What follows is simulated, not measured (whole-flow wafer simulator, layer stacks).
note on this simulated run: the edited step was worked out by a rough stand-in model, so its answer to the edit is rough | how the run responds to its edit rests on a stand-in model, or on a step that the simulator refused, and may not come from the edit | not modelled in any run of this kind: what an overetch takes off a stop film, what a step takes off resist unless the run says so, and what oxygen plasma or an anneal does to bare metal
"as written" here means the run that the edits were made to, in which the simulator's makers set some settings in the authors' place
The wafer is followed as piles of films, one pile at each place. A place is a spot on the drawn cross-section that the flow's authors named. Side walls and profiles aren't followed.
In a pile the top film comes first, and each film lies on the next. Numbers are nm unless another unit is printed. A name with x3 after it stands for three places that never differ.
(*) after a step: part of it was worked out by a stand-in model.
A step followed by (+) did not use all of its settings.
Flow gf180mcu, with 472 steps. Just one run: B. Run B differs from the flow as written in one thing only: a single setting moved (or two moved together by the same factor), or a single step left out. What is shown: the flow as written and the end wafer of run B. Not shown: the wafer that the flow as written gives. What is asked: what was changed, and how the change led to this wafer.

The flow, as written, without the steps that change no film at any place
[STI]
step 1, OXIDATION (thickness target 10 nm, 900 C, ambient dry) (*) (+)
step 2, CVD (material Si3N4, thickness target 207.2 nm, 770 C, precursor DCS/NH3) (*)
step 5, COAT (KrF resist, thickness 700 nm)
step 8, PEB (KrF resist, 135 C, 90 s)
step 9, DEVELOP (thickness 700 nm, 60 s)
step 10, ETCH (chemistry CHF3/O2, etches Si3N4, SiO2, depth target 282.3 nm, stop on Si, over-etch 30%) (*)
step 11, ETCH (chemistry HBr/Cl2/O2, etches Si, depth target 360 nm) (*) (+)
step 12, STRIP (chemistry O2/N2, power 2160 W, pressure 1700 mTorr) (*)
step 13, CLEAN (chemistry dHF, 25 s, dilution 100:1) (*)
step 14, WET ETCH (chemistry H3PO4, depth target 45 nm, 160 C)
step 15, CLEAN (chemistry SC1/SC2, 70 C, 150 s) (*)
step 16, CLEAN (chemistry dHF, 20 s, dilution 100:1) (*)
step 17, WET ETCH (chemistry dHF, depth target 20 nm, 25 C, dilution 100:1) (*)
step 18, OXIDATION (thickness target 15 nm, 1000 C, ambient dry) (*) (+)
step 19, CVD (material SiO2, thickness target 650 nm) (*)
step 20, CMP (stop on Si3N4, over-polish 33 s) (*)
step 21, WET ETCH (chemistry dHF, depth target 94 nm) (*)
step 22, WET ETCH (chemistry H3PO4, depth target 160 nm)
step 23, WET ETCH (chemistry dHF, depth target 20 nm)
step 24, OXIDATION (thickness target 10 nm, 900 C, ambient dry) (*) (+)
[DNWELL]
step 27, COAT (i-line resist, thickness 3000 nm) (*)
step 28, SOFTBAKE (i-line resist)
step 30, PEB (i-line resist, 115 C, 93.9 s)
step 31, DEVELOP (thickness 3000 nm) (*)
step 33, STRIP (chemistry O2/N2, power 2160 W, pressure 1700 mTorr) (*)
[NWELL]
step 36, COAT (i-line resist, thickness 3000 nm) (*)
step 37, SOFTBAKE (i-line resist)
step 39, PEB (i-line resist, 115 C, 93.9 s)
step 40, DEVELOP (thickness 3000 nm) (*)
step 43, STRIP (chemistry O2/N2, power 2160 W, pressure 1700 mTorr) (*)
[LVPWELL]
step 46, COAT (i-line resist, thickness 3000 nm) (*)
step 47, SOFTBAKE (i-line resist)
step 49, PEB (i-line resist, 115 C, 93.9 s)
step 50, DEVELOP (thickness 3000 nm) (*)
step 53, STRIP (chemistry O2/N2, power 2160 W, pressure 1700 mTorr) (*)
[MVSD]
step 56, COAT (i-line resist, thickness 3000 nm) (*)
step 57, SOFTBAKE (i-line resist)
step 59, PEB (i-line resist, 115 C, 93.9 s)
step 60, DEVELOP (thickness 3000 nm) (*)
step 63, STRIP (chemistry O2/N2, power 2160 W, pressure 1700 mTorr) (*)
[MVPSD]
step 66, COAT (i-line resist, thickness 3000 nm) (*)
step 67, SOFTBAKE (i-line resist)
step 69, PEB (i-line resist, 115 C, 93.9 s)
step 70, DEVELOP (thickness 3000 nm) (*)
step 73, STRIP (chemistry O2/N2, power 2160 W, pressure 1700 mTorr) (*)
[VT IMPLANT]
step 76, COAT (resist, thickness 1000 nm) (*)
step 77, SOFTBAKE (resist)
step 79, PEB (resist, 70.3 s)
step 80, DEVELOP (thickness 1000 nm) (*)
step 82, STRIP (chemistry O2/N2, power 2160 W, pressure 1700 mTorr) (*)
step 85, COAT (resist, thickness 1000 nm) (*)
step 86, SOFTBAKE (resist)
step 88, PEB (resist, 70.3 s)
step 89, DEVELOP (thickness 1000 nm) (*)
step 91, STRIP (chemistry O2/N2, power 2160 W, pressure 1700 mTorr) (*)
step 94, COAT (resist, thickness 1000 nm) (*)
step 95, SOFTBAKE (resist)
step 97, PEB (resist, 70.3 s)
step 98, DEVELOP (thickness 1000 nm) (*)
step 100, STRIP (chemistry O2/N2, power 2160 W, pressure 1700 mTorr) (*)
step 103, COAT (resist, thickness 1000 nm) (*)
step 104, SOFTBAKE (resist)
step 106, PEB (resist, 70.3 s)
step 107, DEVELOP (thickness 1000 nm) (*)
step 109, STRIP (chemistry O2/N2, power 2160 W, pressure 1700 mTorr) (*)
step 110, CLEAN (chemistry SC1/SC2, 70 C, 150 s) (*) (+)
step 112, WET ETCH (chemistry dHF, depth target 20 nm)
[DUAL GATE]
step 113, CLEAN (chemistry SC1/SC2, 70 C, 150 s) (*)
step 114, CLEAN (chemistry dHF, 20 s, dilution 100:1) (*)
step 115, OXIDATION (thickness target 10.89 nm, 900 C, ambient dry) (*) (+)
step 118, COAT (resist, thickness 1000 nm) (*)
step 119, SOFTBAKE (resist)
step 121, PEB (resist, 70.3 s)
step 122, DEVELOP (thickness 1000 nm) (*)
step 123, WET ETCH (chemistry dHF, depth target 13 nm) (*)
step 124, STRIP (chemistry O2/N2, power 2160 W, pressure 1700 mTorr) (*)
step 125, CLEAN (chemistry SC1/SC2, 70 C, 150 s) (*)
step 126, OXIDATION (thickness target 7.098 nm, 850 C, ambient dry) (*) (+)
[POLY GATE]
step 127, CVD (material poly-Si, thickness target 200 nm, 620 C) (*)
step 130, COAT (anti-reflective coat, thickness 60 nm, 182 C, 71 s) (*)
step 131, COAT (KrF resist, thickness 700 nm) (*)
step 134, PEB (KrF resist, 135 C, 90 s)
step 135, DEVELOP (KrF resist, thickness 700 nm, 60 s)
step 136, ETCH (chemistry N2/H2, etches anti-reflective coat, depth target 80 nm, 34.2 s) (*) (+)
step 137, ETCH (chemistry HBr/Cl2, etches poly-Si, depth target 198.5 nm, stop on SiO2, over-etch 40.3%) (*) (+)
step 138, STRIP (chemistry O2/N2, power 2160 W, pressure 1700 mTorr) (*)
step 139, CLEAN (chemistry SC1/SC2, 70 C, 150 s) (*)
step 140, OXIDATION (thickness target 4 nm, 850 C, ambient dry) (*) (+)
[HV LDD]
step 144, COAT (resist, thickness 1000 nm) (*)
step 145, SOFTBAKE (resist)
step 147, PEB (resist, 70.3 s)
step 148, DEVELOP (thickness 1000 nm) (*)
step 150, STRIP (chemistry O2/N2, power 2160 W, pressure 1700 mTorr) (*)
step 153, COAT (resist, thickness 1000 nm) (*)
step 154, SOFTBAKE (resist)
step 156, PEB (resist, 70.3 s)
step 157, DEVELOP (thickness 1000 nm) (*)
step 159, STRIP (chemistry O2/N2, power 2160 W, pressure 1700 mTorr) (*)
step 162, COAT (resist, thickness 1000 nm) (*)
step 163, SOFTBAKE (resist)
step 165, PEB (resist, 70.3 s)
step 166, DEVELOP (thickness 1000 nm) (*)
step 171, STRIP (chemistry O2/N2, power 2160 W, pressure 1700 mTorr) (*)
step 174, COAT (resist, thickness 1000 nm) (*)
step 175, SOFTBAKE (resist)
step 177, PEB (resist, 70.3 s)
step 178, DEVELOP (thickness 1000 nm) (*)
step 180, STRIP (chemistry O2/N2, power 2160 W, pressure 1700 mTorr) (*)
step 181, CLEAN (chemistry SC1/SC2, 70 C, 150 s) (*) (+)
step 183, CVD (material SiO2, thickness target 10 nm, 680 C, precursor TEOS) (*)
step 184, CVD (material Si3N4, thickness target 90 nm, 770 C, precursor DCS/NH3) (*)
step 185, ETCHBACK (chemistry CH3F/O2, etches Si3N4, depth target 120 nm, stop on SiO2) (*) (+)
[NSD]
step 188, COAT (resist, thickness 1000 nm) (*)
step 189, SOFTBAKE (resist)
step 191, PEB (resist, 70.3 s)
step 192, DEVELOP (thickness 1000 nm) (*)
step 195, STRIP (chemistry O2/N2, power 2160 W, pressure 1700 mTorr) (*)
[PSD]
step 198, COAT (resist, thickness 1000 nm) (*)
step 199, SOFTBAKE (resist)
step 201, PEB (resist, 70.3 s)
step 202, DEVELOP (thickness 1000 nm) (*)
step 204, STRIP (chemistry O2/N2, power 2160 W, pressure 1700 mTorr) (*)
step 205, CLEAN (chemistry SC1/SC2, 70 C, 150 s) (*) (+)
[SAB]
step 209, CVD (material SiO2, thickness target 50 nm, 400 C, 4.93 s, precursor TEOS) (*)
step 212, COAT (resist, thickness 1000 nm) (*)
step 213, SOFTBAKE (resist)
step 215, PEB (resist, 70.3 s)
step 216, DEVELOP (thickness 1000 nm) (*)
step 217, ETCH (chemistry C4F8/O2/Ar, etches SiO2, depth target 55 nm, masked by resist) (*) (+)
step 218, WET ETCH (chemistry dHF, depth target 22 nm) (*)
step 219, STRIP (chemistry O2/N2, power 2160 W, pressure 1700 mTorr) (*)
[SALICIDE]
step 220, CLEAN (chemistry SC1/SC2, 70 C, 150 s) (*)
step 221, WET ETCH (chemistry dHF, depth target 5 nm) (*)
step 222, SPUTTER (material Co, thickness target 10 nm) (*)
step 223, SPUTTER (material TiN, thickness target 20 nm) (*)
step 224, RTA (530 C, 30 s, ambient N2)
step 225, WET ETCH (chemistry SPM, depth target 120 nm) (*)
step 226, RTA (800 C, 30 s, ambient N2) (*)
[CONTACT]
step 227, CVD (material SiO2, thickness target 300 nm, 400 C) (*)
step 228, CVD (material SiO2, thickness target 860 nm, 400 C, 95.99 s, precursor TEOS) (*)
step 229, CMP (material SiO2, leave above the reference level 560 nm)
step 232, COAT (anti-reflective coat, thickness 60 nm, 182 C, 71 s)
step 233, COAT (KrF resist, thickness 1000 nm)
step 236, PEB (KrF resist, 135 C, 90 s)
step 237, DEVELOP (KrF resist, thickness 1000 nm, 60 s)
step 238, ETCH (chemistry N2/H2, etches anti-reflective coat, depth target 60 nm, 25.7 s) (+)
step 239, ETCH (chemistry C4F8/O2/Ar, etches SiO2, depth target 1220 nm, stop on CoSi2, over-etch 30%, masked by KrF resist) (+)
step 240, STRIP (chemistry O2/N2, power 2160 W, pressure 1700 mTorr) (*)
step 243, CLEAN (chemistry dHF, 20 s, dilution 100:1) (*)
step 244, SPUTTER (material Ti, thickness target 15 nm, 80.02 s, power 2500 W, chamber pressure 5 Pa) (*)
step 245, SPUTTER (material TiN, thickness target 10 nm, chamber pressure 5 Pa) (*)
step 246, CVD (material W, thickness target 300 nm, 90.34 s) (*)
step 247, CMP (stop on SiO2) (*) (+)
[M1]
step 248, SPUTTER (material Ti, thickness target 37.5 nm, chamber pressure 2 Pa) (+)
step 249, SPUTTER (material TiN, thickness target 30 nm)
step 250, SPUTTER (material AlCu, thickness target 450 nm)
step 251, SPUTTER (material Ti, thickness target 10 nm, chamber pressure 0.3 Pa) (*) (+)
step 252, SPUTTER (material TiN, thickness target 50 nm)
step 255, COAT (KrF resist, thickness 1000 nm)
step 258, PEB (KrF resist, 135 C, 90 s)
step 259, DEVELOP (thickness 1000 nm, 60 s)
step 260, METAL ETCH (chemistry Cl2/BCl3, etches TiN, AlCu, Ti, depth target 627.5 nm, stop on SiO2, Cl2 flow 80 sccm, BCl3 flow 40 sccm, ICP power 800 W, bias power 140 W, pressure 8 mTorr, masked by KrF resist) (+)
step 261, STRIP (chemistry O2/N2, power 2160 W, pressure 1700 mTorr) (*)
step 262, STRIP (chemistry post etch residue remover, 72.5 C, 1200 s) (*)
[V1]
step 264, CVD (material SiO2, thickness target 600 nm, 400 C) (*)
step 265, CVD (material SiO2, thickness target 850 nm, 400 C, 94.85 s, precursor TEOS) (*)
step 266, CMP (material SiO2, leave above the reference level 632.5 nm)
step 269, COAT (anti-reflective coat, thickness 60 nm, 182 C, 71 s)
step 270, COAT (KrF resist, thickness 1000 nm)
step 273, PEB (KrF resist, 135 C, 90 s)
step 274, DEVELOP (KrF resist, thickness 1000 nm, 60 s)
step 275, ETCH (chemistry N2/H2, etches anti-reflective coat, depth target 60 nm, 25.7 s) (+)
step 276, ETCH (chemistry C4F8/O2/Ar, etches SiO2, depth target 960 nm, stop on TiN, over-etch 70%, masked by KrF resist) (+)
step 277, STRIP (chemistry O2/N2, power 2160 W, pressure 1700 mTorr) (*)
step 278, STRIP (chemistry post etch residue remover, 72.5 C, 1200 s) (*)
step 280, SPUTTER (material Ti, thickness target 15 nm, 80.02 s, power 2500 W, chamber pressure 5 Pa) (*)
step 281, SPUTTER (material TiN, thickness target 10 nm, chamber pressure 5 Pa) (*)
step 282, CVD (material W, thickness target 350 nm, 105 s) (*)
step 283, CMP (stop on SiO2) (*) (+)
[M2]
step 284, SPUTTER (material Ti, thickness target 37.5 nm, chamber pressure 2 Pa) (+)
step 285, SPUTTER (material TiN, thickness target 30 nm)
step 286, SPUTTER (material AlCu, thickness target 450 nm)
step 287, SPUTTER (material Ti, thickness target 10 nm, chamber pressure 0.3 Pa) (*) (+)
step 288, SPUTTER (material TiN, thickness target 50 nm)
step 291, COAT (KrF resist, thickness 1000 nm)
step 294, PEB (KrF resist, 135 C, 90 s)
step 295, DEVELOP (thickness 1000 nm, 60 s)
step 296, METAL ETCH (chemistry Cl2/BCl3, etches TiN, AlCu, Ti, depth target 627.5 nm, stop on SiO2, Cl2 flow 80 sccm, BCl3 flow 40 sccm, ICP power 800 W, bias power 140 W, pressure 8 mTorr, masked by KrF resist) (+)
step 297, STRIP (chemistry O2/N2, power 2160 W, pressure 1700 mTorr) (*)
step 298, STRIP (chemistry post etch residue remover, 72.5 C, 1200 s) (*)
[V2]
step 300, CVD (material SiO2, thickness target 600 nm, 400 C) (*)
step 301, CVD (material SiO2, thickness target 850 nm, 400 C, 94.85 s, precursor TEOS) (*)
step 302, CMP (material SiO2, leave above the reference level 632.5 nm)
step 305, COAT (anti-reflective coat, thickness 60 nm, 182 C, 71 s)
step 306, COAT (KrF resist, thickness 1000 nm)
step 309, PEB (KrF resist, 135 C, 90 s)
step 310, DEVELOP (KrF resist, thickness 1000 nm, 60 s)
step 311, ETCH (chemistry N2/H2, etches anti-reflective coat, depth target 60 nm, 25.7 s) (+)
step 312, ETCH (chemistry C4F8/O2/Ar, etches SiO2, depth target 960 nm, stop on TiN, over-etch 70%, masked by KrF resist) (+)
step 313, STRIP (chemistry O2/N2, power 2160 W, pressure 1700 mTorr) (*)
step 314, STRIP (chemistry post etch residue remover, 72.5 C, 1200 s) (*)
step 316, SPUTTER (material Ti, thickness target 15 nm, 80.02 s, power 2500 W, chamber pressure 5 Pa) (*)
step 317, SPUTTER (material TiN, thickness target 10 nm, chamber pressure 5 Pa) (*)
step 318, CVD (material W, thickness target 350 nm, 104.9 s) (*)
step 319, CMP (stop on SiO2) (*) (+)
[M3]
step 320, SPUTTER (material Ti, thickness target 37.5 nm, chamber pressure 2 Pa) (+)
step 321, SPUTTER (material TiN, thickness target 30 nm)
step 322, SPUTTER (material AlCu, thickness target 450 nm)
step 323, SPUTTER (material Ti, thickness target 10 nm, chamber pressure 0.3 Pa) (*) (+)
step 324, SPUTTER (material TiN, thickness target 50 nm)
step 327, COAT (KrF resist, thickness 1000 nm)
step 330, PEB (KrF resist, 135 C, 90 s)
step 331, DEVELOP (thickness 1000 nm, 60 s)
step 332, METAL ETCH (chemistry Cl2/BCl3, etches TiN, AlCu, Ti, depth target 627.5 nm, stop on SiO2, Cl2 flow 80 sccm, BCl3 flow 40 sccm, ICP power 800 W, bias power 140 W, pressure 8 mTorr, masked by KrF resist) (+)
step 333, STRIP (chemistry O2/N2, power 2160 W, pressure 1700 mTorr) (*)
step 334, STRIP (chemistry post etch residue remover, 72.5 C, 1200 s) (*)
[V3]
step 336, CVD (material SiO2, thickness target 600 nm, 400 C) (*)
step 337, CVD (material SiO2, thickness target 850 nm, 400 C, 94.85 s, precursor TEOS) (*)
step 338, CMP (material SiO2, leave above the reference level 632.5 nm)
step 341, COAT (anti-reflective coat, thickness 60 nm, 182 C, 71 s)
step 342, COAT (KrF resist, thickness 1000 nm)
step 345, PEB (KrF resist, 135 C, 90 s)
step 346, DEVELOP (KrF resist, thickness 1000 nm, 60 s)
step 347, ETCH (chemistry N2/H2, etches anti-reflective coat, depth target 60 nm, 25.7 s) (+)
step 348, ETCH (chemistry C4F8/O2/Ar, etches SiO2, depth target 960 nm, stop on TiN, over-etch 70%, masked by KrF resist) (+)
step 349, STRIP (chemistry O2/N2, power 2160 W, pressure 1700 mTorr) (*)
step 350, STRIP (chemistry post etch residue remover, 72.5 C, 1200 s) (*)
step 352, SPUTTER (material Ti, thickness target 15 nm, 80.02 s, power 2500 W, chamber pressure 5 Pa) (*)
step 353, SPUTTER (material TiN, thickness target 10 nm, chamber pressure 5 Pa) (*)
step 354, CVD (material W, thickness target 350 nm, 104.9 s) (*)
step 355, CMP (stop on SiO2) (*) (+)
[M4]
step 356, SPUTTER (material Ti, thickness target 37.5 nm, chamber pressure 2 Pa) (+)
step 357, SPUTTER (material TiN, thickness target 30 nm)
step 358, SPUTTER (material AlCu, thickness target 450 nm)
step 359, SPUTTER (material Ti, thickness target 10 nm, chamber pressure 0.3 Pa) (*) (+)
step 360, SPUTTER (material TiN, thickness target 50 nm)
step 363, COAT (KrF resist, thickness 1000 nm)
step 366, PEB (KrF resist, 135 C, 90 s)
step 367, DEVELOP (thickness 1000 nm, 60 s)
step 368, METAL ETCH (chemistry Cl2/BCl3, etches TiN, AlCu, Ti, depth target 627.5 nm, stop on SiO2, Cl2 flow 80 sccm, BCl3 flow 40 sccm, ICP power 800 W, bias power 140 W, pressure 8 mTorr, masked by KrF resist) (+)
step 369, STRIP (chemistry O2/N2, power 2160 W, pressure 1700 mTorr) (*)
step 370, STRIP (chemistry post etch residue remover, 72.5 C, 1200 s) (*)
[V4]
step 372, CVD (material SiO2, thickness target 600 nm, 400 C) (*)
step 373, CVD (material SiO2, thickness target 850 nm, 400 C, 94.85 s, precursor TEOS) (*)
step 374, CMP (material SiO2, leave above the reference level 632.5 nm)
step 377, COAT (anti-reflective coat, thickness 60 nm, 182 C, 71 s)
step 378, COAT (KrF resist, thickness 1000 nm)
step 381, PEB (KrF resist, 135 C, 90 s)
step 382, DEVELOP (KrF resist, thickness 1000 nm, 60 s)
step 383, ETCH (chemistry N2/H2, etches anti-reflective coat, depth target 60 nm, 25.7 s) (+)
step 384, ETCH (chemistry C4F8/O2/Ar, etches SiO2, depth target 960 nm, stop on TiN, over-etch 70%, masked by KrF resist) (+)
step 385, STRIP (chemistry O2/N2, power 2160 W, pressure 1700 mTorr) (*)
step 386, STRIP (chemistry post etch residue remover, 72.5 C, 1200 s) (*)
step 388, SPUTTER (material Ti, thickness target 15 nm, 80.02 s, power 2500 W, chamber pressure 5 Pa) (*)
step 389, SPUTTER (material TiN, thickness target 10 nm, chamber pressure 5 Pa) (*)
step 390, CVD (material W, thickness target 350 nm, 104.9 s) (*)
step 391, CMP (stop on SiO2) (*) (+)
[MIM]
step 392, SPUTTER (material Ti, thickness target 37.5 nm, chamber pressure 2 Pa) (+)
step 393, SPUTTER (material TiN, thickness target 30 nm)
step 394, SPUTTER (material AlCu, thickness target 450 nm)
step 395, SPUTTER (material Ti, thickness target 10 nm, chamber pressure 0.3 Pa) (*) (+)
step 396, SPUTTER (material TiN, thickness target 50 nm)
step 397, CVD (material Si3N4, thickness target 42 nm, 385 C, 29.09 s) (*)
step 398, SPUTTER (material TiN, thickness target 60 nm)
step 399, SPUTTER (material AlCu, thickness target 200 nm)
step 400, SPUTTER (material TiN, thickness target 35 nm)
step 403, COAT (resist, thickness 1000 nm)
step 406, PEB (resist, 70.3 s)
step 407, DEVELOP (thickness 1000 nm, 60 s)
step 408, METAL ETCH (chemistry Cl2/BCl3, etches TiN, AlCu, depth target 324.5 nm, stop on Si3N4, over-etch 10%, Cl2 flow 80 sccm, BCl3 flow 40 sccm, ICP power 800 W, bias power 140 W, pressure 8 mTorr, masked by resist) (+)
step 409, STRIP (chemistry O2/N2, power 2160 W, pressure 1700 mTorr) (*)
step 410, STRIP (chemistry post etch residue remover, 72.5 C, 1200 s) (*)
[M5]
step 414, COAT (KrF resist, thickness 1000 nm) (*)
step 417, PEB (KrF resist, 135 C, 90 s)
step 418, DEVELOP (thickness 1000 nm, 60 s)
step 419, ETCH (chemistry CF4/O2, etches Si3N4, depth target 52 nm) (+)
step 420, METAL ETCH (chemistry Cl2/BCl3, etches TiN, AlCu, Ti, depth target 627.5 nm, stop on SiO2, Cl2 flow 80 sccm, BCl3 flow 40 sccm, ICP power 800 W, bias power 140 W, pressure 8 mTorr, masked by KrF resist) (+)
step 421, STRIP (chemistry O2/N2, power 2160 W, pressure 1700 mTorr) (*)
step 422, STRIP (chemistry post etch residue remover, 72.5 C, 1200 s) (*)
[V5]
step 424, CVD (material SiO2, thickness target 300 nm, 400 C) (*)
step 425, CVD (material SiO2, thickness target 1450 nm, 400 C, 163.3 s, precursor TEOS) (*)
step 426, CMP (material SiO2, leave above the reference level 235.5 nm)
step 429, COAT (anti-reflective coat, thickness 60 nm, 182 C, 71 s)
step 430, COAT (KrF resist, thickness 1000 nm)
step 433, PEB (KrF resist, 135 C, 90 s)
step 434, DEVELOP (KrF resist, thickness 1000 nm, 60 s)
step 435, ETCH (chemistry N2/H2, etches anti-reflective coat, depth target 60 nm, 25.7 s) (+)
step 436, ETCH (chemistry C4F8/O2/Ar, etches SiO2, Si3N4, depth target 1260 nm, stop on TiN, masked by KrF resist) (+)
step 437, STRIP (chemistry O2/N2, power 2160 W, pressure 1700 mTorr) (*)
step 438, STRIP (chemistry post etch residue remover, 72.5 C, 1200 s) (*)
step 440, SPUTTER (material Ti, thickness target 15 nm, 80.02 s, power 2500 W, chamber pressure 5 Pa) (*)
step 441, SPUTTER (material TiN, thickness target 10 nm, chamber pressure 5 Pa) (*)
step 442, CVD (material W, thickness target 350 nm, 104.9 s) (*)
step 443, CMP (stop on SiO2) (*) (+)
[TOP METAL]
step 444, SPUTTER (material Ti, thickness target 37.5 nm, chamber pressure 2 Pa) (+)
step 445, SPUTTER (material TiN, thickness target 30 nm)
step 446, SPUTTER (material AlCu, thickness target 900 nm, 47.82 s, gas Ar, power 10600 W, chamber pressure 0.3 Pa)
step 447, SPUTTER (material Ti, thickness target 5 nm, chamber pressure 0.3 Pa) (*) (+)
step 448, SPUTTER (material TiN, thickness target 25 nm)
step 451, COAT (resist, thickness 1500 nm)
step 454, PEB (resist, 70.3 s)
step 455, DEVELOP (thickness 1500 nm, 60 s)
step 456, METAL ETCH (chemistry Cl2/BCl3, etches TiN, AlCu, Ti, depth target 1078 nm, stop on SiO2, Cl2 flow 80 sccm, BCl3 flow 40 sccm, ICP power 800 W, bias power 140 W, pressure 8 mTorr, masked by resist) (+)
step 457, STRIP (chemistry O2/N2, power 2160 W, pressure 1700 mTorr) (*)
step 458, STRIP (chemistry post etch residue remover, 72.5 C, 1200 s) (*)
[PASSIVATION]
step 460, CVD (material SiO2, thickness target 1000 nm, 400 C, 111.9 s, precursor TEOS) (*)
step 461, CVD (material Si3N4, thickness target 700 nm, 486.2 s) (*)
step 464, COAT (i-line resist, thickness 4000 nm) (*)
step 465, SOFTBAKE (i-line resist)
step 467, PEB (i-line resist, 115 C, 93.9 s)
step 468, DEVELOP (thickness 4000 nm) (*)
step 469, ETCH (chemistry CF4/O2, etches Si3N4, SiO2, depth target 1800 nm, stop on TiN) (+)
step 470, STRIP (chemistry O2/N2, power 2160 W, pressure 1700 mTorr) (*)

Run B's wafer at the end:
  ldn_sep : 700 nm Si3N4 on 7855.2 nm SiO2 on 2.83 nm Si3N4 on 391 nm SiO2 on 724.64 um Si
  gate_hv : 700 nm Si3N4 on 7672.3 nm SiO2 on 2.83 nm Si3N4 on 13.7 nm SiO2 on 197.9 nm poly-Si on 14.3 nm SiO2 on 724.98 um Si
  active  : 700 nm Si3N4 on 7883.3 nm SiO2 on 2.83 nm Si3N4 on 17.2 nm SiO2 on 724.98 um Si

The reason: step 184, CVD: thickness target 127 nm was run, while the flow as written has thickness target 90 nm.

The path from the change to this, step by step:
  step 184, CVD (material Si3N4, thickness target 90 nm, 770 C, precursor DCS/NH3) (*)
      field, field__w1, field__w2 and 101 more: Si3N4 gains 127 (new film) (in the flow as written it would be: Si3N4 gains 90 (new film))
  step 185, ETCHBACK (chemistry CH3F/O2, etches Si3N4, depth target 120 nm, stop on SiO2) (*) (+)
      field, field__w1, field__w2 and 100 more: Si3N4 loses 120 (in the flow as written it would be: Si3N4 loses 90 (all of it), SiO2 loses 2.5)
  step 188, COAT (resist, thickness 1000 nm) (*)
      spacer: resist gains 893 (new film) (in the flow as written it would be: resist gains 920.2 (new film))
  step 189, SOFTBAKE (resist)
      field__w9: resist loses 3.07 (in the flow as written it would be: resist gains 6.92)
      field__w2: resist gains 1.95 (in the flow as written it would be: resist gains 2.46)
      (as well as at 17 more places)
  step 192, DEVELOP (thickness 1000 nm) (*)
      spacer: resist loses 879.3 (all of it) (in the flow as written it would be: resist loses 905.9 (all of it))
  step 198, COAT (resist, thickness 1000 nm) (*)
      spacer: resist gains 893 (new film) (in the flow as written it would be: resist gains 920.2 (new film))
  step 199, SOFTBAKE (resist)
      field__w9: resist loses 3.07 (in the flow as written it would be: resist gains 6.92)
      field__w2: resist gains 1.95 (in the flow as written it would be: resist gains 2.46)
      (as well as at 17 more places)
  step 204, STRIP (chemistry O2/N2, power 2160 W, pressure 1700 mTorr) (*)
      spacer: resist loses 879.3 (all of it) (in the flow as written it would be: resist loses 905.9 (all of it))
  step 205, CLEAN (chemistry SC1/SC2, 70 C, 150 s) (*) (+)
      field, field__w1, field__w2 and 105 more: Si3N4 loses 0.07 (in the flow as written it would be: SiO2 loses 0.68)
  step 209, CVD (material SiO2, thickness target 50 nm, 400 C, 4.93 s, precursor TEOS) (*)
      field, field__w7, field__w8 and 73 more: SiO2 gains 50 (new film) (in the flow as written it would be: SiO2 gains 50)
      field_sub__w1, field_sub__w3, field_sub__w4, field_sub__w5, ld_drift_n: SiO2 gains 48.8 (new film) (in the flow as written it would be: SiO2 gains 48.9)
      (as well as at 27 more places)
  step 212, COAT (resist, thickness 1000 nm) (*)
      spacer: resist gains 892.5 (new film) (in the flow as written it would be: resist gains 919.4 (new film))
  step 213, SOFTBAKE (resist)
      npoly_sal: resist gains 0.3 (in the flow as written it would be: resist loses 0.55)
      field__w5: resist gains 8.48 (in the flow as written it would be: resist gains 7.65)
      (as well as at 10 more places)
  step 216, DEVELOP (thickness 1000 nm) (*)
      spacer: resist loses 878.7 (all of it) (in the flow as written it would be: resist loses 905.1 (all of it))
  step 217, ETCH (chemistry C4F8/O2/Ar, etches SiO2, depth target 55 nm, masked by resist) (*) (+)
      field, field__w7, field__w8 and 70 more: SiO2 loses 50 (all of it), Si3N4 loses 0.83 (in the flow as written it would be: SiO2 loses 55)
      field_sub__w1, field_sub__w3, field_sub__w4, field_sub__w5, ld_drift_n: SiO2 loses 48.8 (all of it), Si3N4 loses 1.04 (in the flow as written it would be: SiO2 loses 55)
      (as well as at 21 more places)
  step 218, WET ETCH (chemistry dHF, depth target 22 nm) (*)
      gate, gate_hv, gate_p and 23 more: Si3N4 loses 2.46 (in the flow as written it would be: SiO2 loses 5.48 (all of it))
      field, field__w10, sti and 14 more: Si3N4 loses 2.46 (in the flow as written it would be: SiO2 loses 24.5)
      (as well as at 56 more places)
  step 219, STRIP (chemistry O2/N2, power 2160 W, pressure 1700 mTorr) (*)
      gate, gate_hv, gate_p and 23 more: nothing (in the flow as written it would be: chemical SiO2 gains 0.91 (new film), poly-Si loses 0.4)
      active, p_well, sd_n and 20 more: nothing (in the flow as written it would be: chemical SiO2 gains 0.91 (new film), Si loses 0.4)
  ... 14 other steps ...
  step 471, ANNEAL (400 C, 1800 s, ambient N2/H2)
      polyc_n, polyc_p: under 9 films: void gains 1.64 (new film), Ti loses 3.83, TiSi first gains 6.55 (new film), poly-Si loses 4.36 (in the flow as written it would be: nothing)
      contact: under 49 films: void gains 1.62 (new film), Ti loses 3.83, TiSi first gains 6.55 (new film), Si loses 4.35 (in the flow as written it would be: nothing)
Taking metal films that touch as one body, gate_hv has 0 bodies; the flow as written gives 1 body.
Taking metal films that touch as one body, active has 0 bodies; the flow as written gives 1 body.
